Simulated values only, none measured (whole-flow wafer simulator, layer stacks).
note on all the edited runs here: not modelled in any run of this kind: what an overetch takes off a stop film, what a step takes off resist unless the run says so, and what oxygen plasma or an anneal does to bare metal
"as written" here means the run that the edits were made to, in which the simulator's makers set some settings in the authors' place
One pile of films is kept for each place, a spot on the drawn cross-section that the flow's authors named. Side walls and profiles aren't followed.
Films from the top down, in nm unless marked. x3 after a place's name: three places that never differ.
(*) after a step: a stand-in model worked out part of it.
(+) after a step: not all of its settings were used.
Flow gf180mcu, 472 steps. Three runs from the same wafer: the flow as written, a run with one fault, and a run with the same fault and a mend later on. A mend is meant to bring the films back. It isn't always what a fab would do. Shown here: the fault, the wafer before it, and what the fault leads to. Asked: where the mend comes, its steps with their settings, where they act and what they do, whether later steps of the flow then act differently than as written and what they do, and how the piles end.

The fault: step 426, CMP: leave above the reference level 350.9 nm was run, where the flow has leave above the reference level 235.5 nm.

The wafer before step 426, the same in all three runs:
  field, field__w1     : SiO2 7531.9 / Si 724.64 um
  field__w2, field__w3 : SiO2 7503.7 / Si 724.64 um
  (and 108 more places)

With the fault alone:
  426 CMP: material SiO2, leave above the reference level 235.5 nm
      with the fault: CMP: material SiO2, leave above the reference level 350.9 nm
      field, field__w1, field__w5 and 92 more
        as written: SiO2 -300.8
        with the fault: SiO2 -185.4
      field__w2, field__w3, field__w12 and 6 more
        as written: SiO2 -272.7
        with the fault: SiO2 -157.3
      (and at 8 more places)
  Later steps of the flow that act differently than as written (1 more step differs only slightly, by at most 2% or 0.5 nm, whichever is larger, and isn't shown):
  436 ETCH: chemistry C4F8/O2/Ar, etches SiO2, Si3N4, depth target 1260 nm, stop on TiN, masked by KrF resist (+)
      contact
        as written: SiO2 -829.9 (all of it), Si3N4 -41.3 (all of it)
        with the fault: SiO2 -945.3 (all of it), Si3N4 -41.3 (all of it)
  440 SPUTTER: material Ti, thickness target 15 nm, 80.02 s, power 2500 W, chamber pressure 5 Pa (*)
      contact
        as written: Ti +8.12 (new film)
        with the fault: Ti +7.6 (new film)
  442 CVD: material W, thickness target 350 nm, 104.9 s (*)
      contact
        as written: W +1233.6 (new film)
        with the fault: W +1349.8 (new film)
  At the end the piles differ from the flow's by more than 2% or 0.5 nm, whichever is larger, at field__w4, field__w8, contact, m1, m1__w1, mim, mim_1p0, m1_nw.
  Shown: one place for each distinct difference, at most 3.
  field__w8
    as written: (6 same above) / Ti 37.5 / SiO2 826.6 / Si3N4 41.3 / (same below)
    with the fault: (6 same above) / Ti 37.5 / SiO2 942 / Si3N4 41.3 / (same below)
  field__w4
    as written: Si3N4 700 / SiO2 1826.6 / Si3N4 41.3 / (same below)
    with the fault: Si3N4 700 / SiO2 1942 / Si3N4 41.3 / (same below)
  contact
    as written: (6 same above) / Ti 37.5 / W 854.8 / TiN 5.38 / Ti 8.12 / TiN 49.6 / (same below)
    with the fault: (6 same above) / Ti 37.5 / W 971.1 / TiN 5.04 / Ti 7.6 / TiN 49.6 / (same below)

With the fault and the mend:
  The mend comes after step 426.
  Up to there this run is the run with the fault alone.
  426a CMP: material SiO2, leave above the reference level 235.5 nm (the flow's step 426 once more)
      field, field__w1, field__w2 and 109 more
        SiO2 -115.4
  No later step of the flow acts differently than as written at any place that is followed.
  At the end the piles are the same as the flow's at every place that both follow.
